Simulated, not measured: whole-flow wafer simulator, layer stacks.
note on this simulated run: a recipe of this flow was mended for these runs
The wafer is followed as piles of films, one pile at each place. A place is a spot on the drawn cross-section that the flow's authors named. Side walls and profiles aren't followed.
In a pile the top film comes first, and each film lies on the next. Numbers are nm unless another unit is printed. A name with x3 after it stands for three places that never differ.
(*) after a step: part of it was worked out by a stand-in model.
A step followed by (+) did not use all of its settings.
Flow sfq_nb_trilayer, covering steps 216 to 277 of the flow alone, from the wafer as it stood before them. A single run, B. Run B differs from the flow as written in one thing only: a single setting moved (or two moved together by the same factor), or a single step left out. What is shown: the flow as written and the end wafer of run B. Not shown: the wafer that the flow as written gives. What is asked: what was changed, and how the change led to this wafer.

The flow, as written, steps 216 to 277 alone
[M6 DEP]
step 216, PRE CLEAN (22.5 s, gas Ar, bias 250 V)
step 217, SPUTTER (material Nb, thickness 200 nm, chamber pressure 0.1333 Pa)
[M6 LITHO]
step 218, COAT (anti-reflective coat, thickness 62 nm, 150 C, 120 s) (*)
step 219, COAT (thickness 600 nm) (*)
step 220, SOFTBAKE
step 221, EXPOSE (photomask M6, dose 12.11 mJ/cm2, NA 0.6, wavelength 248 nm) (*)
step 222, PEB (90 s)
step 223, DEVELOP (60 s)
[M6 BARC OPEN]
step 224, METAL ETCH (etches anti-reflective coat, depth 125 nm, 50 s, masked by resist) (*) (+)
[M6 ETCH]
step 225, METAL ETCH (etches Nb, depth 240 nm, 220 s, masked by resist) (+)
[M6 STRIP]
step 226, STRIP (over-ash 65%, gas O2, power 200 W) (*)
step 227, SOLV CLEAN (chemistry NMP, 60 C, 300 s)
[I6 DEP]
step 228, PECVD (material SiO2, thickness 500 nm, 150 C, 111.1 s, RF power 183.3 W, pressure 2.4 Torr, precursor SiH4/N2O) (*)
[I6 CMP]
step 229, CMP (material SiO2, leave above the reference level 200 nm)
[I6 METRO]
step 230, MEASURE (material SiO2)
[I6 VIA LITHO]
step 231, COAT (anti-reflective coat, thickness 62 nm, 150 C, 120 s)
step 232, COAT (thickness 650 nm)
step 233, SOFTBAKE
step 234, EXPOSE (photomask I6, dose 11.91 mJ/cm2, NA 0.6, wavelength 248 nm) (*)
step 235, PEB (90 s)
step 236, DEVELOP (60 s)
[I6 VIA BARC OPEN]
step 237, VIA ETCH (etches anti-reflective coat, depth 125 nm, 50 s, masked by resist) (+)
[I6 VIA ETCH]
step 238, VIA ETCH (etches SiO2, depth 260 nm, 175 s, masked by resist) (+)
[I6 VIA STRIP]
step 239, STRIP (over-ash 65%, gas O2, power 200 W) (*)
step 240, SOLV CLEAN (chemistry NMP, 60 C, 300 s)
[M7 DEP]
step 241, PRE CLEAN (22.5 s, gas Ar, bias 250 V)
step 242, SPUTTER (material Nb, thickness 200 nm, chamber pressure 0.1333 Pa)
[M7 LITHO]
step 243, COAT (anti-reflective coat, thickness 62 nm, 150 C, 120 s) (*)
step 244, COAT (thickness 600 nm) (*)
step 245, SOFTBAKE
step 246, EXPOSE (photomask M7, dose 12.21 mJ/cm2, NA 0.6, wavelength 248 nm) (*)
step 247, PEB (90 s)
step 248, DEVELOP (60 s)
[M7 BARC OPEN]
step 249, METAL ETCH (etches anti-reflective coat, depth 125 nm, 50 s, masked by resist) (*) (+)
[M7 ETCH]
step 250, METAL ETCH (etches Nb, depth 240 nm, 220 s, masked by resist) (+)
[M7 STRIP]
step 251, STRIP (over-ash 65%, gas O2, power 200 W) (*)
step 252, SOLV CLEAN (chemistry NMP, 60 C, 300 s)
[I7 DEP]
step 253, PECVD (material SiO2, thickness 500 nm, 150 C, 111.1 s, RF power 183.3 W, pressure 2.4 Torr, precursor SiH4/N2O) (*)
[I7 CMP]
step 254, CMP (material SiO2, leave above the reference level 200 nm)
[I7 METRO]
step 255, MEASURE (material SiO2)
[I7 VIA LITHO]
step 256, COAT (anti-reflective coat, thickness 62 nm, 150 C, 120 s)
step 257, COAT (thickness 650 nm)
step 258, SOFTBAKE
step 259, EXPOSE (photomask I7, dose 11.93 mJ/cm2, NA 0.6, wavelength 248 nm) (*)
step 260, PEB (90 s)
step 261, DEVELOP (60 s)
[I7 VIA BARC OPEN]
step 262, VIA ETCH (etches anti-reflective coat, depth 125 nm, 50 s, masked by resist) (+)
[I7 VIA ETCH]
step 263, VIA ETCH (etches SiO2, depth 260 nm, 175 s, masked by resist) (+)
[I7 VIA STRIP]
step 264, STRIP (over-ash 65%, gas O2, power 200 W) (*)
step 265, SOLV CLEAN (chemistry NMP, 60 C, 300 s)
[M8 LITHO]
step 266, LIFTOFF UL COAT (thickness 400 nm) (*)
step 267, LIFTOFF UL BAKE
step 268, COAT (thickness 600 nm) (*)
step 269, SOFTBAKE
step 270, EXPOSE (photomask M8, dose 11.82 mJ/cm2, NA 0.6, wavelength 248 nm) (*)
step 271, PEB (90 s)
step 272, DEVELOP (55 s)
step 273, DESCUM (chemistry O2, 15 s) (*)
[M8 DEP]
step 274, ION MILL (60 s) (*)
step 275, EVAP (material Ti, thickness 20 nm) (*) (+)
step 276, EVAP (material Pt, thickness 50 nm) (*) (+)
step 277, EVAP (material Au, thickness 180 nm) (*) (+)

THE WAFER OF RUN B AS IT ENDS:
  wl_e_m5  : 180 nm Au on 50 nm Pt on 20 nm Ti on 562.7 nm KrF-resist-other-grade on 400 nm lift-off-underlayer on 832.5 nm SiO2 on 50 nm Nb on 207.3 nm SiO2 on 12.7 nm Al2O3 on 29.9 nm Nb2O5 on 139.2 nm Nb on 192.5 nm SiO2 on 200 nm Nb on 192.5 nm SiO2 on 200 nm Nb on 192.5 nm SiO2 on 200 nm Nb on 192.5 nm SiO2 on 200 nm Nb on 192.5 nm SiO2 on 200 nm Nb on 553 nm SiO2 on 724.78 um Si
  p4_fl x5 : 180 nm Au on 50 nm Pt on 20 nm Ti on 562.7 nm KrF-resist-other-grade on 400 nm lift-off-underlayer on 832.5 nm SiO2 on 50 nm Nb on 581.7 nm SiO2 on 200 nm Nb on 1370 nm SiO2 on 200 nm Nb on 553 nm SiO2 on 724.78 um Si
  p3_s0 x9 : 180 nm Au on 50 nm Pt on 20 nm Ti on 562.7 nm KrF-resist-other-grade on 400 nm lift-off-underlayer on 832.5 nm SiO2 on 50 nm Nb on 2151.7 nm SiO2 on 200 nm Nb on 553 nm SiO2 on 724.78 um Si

Cause: step 217, SPUTTER: thickness 290 nm was run, while the flow as written has thickness 200 nm.

Step by step, how the change led to this:
  step 217, SPUTTER (material Nb, thickness 200 nm, chamber pressure 0.1333 Pa)
      field_l, v_sur, via_wl and 100 more: +290 Nb (new film) (it would be, as written: +200 Nb (new film))
      be: +209.8 Nb (it would be, as written: +145.8 Nb)
      (also at 2 further places)
  step 218, COAT (anti-reflective coat, thickness 62 nm, 150 C, 120 s) (*)
      wire: +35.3 anti-reflective coat (new film) (it would be, as written: +33.4 anti-reflective coat (new film))
      be: +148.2 anti-reflective coat (new film) (it would be, as written: +139.6 anti-reflective coat (new film))
      (also at 3 further places)
  step 225, METAL ETCH (etches Nb, depth 240 nm, 220 s, masked by resist) (+)
      field_l, gap, moat and 76 more: -240 Nb (it would be, as written: -200 Nb (all of it), -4 SiO2)
  step 226, STRIP (over-ash 65%, gas O2, power 200 W) (*)
      wire: -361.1 KrF-resist-other-grade (all of it), -35.3 anti-reflective coat (all of it) (it would be, as written: -363.9 KrF-resist-other-grade (all of it), -33.4 anti-reflective coat (all of it))
      be: -574.7 KrF-resist-other-grade (all of it), -148.2 anti-reflective coat (all of it) (it would be, as written: -559.4 KrF-resist-other-grade (all of it), -139.6 anti-reflective coat (all of it))
      (also at 3 further places)
  step 228, PECVD (material SiO2, thickness 500 nm, 150 C, 111.1 s, RF power 183.3 W, pressure 2.4 Torr, precursor SiH4/N2O) (*)
      field_l, p4_fl x5, p4_w1 x9 and 50 more: +500 SiO2 (new film) (it would be, as written: +500 SiO2)
      moat, field_r, lsp_l, ln_m5, lsp_m: +492.3 SiO2 (new film) (it would be, as written: +493.5 SiO2)
      (also at 10 further places)
  step 229, CMP (material SiO2, leave above the reference level 200 nm)
      field_l, p4_fl x5, p4_w1 x9 and 47 more: -60 SiO2 (it would be, as written: -96 SiO2)
      moat, field_r, lsp_l, ln_m5, lsp_m: -52.3 SiO2 (it would be, as written: -89.5 SiO2)
      (also at 9 further places)
If metal films that touch count as one body, wl_e_m5 has 8 bodies (between them, from the top down: KrF-resist-other-grade 562.7 / lift-off-underlayer 400 / SiO2 832.5; SiO2 207.3 / Al2O3 12.7 / Nb2O5 29.9; SiO2 192.5; SiO2 192.5; SiO2 192.5; SiO2 192.5; SiO2 192.5); the flow as written gives 7 bodies (between them, from the top down: KrF-resist-other-grade 562.7 / lift-off-underlayer 400 / SiO2 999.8 / Al2O3 12.7 / Nb2O5 29.9; SiO2 192.5; SiO2 192.5; SiO2 192.5; SiO2 192.5; SiO2 192.5).
If metal films that touch count as one body, p4_fl x5 has 4 bodies (between them, from the top down: KrF-resist-other-grade 562.7 / lift-off-underlayer 400 / SiO2 832.5; SiO2 581.7; SiO2 1370); the flow as written gives 3 bodies (between them, from the top down: KrF-resist-other-grade 562.7 / lift-off-underlayer 400 / SiO2 1374.2; SiO2 1370).
If metal films that touch count as one body, p3_s0 x9 has 3 bodies (between them, from the top down: KrF-resist-other-grade 562.7 / lift-off-underlayer 400 / SiO2 832.5; SiO2 2151.7); the flow as written gives 2 bodies (between them, from the top down: KrF-resist-other-grade 562.7 / lift-off-underlayer 400 / SiO2 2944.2).
